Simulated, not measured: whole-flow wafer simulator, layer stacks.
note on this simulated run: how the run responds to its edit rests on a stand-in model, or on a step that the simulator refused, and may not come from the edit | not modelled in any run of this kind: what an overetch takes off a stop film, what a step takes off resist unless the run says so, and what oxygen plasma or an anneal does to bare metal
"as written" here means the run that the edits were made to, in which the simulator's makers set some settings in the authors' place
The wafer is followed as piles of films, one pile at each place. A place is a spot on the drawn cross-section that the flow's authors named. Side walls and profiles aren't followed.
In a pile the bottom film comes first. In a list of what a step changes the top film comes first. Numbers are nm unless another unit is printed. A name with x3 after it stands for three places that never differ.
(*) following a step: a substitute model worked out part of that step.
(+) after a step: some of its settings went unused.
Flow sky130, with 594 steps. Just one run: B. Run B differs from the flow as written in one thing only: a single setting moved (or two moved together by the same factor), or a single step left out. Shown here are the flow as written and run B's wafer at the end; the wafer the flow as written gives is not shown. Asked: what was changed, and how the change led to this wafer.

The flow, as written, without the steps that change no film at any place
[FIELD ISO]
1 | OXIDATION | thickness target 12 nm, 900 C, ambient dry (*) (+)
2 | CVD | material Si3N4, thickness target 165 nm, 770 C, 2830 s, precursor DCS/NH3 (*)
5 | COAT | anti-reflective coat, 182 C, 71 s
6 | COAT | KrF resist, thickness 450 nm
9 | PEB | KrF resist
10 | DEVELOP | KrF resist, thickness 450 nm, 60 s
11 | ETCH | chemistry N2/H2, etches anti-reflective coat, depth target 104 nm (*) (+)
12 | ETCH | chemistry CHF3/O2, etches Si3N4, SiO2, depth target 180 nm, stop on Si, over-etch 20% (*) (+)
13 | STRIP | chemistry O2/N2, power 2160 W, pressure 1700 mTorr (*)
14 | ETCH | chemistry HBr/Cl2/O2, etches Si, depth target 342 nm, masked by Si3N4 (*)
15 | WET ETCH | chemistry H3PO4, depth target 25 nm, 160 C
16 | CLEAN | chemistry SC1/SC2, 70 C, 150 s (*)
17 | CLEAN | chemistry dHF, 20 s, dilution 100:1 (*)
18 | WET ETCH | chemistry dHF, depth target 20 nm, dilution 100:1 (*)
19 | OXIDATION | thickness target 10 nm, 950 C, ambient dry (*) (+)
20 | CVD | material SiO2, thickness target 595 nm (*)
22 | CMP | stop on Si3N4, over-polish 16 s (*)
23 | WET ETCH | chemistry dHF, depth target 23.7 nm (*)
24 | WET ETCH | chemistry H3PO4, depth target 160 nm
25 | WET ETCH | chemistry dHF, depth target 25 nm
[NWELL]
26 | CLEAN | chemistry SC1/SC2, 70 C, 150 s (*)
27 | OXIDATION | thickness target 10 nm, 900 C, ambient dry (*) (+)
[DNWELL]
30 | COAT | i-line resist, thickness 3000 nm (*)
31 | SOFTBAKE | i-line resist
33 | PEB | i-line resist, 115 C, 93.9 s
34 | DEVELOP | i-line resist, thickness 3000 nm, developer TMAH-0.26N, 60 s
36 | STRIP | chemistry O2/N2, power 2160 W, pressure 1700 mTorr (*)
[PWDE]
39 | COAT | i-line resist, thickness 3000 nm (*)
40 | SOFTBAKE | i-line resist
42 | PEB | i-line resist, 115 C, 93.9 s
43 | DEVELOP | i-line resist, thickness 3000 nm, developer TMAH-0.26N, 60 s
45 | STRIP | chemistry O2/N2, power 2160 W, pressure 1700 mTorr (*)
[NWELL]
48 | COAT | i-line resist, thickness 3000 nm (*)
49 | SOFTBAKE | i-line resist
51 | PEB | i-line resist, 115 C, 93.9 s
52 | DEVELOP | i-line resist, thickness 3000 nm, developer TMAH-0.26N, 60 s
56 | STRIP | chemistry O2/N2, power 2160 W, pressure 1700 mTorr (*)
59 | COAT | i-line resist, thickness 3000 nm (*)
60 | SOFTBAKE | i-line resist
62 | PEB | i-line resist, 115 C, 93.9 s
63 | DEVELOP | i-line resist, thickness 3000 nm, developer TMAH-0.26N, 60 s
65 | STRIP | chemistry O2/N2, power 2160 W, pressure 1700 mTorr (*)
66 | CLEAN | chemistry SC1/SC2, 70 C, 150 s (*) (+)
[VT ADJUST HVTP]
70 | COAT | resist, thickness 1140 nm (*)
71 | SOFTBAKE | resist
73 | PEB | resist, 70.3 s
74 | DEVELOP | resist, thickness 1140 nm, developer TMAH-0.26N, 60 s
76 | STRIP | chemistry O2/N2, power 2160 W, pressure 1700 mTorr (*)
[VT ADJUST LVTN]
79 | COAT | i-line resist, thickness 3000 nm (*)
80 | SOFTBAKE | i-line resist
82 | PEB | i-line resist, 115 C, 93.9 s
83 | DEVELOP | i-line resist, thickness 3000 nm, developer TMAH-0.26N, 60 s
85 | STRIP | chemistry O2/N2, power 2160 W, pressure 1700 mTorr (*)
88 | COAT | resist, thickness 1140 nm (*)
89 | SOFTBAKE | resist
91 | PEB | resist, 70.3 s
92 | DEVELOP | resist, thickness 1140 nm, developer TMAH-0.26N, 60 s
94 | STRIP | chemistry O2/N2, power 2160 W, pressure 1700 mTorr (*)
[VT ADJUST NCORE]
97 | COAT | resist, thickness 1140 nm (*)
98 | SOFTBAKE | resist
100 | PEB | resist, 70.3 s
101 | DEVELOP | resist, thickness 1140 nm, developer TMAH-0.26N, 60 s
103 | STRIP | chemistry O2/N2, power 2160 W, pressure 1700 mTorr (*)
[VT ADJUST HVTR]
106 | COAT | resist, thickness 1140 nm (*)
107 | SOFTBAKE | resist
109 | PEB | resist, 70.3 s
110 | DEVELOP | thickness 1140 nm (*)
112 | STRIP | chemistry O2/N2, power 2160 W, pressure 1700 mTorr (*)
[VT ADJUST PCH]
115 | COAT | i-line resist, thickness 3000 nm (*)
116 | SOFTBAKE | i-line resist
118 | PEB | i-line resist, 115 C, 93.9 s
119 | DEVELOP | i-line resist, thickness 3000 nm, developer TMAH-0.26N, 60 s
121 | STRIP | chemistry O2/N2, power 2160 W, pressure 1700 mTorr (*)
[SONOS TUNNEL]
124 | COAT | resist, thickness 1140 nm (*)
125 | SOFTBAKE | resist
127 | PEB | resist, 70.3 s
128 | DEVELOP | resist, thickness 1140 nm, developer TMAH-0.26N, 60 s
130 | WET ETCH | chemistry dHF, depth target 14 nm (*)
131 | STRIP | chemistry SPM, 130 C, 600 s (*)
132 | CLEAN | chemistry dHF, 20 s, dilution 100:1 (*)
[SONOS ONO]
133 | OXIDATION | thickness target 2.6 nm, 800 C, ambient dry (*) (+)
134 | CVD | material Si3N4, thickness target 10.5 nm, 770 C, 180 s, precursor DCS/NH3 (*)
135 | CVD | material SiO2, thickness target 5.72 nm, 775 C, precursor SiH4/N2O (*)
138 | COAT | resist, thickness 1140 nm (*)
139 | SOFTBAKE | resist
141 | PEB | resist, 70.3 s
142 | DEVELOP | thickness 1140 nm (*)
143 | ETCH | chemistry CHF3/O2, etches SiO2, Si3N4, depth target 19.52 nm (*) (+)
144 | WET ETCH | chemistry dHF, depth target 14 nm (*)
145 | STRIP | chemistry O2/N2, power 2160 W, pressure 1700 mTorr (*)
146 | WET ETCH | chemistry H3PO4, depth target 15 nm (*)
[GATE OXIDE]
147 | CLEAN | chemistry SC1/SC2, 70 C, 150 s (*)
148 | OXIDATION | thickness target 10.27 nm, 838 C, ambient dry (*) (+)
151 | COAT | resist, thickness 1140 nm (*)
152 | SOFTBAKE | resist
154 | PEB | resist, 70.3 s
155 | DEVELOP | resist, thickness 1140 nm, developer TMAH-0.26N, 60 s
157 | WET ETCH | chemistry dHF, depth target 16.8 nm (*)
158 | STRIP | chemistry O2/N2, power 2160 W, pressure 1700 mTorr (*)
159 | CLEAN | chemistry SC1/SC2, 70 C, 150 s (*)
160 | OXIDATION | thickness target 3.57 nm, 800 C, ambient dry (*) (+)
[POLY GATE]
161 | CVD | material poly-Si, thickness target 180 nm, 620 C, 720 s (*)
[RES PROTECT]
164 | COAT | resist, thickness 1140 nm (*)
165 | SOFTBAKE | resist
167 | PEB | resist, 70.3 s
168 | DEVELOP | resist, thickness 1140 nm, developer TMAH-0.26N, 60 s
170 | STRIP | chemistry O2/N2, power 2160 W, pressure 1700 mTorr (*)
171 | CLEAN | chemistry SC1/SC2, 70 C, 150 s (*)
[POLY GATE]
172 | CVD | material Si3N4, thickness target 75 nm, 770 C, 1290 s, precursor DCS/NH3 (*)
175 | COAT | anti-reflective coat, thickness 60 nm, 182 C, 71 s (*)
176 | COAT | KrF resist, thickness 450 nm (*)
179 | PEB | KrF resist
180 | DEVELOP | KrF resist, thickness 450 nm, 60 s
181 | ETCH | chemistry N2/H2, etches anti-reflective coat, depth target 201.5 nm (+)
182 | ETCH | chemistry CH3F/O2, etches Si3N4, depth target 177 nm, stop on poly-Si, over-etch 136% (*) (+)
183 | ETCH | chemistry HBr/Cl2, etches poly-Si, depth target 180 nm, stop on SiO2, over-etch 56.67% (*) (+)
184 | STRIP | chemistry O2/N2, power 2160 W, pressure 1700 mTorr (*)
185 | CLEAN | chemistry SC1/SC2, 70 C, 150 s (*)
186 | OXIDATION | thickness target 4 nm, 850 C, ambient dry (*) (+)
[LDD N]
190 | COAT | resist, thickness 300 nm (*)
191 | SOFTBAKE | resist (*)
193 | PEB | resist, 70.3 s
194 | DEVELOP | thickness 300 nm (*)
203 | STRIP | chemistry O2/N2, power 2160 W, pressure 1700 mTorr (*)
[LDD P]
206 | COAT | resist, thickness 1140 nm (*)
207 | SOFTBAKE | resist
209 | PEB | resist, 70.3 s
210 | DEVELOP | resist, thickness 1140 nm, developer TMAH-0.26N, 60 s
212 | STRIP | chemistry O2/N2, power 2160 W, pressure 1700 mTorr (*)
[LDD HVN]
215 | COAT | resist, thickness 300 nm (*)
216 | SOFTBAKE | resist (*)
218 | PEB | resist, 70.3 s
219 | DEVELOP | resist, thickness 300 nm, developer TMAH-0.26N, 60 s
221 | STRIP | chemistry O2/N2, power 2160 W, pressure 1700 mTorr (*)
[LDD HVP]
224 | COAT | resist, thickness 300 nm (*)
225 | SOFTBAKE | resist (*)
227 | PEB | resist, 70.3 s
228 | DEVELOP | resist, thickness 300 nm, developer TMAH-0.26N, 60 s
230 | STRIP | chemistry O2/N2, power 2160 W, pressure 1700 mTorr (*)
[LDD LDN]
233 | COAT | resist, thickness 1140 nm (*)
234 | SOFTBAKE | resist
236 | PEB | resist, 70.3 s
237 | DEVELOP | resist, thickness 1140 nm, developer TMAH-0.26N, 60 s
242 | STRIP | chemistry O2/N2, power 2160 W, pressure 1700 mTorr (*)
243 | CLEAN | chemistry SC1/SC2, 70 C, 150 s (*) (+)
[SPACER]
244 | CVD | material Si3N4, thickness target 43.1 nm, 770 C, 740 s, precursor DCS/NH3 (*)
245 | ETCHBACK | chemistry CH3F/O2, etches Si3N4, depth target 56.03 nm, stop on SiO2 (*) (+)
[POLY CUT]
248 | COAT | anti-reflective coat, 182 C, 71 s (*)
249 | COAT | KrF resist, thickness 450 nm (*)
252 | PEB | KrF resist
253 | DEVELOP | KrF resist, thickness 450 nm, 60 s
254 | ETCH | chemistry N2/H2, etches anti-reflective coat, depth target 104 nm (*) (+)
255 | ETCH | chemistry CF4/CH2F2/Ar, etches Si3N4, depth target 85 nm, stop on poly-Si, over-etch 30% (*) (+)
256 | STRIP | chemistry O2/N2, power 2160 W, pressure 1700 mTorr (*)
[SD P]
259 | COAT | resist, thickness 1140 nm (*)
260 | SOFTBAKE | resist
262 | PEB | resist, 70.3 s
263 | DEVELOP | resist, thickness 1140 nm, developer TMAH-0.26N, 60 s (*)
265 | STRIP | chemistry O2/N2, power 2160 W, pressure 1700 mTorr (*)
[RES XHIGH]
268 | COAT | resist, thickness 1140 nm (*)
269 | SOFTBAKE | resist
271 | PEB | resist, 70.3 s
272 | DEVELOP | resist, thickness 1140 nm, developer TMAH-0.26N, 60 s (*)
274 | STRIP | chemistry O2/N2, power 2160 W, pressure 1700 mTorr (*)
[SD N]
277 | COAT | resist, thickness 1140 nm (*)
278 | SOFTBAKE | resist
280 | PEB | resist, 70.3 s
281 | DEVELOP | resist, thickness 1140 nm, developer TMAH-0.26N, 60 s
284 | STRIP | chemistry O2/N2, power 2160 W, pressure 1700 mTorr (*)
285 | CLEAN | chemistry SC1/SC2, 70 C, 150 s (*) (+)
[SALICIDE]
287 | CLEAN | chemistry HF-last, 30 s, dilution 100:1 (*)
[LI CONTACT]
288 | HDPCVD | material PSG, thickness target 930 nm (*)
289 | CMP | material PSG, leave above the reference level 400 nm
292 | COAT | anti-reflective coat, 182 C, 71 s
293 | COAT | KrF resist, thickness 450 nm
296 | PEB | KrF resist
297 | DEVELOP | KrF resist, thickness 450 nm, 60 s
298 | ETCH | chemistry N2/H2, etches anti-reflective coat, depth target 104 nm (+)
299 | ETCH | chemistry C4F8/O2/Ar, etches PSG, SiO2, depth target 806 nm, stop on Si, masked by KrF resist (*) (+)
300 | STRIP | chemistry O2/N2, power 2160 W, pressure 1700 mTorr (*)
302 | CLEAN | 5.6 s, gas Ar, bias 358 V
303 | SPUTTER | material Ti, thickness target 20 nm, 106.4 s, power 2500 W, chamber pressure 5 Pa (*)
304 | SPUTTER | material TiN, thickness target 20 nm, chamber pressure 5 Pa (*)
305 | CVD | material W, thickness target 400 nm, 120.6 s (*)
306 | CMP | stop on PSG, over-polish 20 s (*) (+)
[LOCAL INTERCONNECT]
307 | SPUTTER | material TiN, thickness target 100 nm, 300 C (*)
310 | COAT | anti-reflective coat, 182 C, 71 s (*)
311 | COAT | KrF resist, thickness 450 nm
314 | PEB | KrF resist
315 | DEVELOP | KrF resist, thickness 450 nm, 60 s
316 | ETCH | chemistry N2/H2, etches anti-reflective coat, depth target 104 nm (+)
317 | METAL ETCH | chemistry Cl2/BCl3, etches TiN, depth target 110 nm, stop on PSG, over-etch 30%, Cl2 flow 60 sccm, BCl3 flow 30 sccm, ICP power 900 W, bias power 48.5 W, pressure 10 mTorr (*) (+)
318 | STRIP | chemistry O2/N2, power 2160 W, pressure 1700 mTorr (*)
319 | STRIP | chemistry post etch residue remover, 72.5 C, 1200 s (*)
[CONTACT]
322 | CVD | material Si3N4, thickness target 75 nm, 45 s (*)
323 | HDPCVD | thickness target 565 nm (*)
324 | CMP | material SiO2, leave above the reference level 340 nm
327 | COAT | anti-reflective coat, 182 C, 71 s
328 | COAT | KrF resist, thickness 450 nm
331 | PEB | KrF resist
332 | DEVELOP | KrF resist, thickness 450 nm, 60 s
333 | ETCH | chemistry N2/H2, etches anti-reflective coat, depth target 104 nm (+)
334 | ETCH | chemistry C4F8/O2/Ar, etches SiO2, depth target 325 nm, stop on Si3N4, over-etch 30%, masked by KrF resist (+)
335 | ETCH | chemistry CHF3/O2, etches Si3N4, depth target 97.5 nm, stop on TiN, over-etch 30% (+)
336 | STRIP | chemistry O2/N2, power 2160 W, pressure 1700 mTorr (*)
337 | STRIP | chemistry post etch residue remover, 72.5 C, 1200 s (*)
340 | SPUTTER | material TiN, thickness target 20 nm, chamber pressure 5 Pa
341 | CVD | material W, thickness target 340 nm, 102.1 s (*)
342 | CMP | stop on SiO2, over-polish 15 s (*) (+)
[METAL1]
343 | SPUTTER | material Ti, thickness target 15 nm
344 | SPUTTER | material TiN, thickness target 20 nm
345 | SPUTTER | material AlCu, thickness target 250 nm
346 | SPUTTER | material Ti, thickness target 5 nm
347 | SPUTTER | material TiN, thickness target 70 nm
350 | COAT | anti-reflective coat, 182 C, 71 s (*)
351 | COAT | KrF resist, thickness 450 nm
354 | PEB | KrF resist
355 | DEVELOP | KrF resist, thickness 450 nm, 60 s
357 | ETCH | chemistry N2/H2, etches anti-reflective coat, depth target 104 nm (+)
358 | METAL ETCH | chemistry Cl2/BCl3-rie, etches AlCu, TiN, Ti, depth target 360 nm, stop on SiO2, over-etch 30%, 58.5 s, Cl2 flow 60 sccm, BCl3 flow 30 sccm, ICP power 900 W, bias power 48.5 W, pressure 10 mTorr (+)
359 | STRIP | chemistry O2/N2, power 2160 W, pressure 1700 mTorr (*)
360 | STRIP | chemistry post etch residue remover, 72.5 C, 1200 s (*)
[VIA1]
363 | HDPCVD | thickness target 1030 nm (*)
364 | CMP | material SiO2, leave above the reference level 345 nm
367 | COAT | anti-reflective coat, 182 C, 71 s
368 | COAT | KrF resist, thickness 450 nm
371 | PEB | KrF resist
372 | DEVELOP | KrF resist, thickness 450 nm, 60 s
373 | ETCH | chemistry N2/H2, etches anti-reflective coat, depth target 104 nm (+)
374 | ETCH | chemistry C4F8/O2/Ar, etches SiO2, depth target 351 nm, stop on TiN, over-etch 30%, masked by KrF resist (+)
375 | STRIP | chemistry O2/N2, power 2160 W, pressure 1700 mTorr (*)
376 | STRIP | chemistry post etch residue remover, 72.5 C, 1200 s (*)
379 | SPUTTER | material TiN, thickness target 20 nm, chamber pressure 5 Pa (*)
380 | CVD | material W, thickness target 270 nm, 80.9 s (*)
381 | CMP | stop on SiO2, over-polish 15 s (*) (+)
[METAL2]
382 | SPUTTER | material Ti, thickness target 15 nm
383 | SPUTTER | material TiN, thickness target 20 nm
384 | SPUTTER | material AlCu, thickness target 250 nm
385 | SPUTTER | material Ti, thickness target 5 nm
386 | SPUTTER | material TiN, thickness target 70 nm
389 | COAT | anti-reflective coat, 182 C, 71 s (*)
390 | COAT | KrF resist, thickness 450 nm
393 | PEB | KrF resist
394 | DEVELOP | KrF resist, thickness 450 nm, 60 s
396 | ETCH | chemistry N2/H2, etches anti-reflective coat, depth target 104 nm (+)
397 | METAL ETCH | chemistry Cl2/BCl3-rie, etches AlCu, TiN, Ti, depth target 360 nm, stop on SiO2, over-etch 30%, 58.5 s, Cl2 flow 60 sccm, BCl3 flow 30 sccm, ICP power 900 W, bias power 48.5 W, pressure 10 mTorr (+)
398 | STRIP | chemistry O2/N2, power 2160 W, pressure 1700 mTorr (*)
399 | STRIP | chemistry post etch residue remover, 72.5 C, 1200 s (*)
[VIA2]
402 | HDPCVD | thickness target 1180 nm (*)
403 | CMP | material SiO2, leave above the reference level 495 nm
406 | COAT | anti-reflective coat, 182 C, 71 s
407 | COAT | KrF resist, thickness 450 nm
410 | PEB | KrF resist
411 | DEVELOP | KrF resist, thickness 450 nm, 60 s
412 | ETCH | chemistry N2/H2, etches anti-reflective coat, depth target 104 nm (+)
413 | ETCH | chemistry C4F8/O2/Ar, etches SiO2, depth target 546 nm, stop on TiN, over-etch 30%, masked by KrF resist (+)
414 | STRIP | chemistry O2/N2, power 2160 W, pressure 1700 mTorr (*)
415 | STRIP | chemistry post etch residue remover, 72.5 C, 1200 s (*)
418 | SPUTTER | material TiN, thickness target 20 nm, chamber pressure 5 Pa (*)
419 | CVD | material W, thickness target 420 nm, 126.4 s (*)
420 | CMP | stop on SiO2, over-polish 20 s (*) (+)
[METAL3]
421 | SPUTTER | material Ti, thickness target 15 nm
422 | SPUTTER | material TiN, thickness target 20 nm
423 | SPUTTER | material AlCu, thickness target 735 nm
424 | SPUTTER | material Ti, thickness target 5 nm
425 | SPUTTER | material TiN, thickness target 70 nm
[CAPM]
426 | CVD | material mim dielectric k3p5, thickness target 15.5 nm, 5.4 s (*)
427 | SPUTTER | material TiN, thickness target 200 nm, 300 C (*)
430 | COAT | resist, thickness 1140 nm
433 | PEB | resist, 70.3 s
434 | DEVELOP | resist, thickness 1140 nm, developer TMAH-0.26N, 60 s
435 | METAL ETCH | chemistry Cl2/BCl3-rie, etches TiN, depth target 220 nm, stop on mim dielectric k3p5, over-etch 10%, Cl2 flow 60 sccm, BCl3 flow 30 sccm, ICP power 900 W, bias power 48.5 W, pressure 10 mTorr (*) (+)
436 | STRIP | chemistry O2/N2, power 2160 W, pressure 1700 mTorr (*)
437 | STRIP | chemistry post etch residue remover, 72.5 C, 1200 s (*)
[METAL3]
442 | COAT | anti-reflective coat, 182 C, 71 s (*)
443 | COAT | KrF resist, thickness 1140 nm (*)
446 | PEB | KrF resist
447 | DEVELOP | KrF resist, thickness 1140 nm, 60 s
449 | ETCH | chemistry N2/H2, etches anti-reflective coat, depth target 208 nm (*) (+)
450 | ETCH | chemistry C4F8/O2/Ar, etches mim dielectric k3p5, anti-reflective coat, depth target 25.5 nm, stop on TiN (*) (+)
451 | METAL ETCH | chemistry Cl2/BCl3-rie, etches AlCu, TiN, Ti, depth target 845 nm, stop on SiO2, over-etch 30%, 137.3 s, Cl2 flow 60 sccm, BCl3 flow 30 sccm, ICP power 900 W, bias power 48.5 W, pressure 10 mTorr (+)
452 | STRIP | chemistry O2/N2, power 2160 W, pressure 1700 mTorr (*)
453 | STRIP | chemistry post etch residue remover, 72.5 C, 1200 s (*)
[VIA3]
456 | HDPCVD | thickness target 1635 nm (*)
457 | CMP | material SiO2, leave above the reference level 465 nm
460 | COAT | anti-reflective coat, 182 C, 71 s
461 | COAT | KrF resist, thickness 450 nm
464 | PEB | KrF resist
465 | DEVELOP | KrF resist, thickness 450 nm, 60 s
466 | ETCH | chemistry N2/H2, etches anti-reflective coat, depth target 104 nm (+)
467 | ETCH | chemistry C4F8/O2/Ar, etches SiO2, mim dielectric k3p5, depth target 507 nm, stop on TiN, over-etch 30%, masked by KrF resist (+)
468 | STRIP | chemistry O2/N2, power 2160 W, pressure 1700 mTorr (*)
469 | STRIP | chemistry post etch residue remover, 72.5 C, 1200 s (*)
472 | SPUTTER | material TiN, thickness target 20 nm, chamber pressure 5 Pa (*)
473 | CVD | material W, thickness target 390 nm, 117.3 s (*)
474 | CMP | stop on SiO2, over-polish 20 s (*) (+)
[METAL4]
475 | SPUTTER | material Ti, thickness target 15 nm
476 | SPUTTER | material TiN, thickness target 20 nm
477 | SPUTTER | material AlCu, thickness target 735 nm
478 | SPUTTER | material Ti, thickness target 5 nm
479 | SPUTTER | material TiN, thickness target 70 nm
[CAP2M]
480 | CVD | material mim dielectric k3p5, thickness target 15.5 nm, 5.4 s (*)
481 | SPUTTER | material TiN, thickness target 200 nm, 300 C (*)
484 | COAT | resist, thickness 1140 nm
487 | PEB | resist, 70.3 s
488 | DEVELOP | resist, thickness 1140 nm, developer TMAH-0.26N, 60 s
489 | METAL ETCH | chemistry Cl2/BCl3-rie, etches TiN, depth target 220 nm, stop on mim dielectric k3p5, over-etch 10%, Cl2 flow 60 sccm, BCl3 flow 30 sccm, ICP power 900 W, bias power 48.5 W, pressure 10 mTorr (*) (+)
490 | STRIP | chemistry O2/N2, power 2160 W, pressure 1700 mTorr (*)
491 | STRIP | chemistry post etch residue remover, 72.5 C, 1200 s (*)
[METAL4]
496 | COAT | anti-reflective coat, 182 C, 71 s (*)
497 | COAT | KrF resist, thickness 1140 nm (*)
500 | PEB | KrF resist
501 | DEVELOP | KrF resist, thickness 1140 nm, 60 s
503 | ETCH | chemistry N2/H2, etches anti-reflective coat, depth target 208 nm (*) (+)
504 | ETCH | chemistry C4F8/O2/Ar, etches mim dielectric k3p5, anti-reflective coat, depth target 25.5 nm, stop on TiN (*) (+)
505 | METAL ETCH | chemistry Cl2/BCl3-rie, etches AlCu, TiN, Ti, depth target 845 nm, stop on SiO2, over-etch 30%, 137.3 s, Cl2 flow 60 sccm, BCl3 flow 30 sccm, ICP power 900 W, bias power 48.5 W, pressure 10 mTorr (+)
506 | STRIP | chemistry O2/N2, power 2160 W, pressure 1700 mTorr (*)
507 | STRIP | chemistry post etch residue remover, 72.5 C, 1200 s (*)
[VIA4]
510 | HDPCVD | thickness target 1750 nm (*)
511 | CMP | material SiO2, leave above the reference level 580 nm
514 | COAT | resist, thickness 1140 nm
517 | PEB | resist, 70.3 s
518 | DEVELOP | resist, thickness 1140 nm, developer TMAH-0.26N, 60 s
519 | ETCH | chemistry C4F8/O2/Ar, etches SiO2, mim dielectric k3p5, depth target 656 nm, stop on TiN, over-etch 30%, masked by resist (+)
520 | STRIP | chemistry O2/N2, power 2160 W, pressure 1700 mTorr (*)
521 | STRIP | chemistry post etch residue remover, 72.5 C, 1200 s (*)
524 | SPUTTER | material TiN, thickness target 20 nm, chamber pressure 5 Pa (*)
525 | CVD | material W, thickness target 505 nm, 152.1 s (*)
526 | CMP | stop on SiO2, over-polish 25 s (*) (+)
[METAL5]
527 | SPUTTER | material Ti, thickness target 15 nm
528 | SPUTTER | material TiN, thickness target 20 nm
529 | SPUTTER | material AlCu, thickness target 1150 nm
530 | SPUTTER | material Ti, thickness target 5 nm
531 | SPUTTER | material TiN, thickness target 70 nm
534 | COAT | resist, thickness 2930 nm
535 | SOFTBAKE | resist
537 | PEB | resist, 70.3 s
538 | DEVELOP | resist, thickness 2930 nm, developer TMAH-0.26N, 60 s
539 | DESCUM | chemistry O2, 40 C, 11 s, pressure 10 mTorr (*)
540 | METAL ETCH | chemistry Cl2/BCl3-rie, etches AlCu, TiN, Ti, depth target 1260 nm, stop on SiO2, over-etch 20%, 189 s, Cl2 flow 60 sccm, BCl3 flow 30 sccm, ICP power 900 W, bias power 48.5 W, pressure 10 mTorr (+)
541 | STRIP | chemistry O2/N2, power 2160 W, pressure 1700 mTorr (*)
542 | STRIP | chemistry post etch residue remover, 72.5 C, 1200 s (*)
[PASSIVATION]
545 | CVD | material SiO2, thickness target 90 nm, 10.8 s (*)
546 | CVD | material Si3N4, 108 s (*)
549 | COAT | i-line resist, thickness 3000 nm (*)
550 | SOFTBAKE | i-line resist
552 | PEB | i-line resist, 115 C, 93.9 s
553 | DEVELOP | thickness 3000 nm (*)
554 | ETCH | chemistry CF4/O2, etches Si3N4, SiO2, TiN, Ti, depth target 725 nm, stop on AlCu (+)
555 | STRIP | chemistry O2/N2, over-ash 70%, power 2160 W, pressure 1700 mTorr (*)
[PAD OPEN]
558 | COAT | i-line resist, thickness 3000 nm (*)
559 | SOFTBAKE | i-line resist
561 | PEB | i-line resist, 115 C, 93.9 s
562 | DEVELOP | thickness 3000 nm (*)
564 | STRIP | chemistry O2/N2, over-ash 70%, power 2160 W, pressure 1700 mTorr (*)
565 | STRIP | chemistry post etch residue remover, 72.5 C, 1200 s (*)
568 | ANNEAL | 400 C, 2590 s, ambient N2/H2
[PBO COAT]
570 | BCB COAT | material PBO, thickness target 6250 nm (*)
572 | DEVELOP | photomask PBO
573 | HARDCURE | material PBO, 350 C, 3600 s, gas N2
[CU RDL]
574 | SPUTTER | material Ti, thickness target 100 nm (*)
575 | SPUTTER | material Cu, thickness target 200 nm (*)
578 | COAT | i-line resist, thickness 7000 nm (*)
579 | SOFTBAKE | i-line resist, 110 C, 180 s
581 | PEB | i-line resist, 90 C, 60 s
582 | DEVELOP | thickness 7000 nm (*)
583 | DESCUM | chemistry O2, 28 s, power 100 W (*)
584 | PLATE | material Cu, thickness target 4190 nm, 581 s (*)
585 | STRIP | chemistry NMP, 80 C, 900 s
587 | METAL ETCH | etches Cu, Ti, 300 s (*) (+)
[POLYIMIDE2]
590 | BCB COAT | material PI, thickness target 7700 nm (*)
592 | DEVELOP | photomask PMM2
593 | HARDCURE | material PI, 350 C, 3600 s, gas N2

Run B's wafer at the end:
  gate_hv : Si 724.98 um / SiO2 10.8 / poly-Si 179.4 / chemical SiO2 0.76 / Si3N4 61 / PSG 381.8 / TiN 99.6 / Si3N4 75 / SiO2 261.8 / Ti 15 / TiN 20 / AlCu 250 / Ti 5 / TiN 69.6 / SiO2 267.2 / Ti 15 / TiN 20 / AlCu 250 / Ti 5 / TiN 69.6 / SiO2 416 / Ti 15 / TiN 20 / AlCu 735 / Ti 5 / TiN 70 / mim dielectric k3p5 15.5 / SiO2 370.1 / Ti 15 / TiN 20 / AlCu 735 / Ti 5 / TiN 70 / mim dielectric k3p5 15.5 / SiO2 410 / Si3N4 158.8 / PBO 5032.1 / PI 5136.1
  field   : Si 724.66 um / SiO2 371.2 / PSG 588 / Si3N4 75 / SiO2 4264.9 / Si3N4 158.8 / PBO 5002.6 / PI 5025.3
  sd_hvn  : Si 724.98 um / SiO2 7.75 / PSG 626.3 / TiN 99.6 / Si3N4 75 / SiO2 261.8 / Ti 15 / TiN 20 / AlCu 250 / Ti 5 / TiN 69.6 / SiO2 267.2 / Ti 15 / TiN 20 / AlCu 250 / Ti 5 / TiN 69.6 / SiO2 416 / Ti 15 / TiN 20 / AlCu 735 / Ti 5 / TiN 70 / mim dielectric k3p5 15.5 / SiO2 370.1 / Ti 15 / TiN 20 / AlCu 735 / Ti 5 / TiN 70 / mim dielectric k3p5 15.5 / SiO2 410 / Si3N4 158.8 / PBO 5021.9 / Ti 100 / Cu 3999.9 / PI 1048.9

Cause: step 511, CMP: leave above the reference level 406 nm was run, though the flow has leave above the reference level 580 nm.

The path from the change to this, step by step:
  511 | CMP | material SiO2, leave above the reference level 580 nm
      n_well, p_well, gate_hv and 99 more: -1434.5 SiO2 (in the flow as written it would be: -1260.5 SiO2)
      field, active, gate and 77 more: -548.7 SiO2 (in the flow as written it would be: -374.7 SiO2)
      (also at 11 further places)
  519 | ETCH | chemistry C4F8/O2/Ar, etches SiO2, mim dielectric k3p5, depth target 656 nm, stop on TiN, over-etch 30%, masked by resist (+)
      field, active, n_well and 188 more: -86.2 resist (in the flow as written it would be: -131.2 resist)
      m1: -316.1 SiO2 (all of it), -15.5 mim dielectric k3p5 (all of it) (in the flow as written it would be: -490.1 SiO2 (all of it), -15.5 mim dielectric k3p5 (all of it))
      (also at 1 further place)
  520 | STRIP | chemistry O2/N2, power 2160 W, pressure 1700 mTorr (*)
      field, active, n_well and 188 more: -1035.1 resist (all of it) (in the flow as written it would be: -990.1 resist (all of it))
  524 | SPUTTER | material TiN, thickness target 20 nm, chamber pressure 5 Pa (*)
      m1, via4_hole: +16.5 TiN (in the flow as written it would be: +15.3 TiN)
  525 | CVD | material W, thickness target 505 nm, 152.1 s (*)
      m1: +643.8 W (new film) (in the flow as written it would be: +1015.8 W (new film))
      via4_hole: +644.8 W (new film) (in the flow as written it would be: +1015.2 W (new film))
  526 | CMP | stop on SiO2, over-polish 25 s (*) (+)
      m1: -335.9 W (in the flow as written it would be: -532.7 W)
      via4_hole: -337.6 W (in the flow as written it would be: -532.7 W)
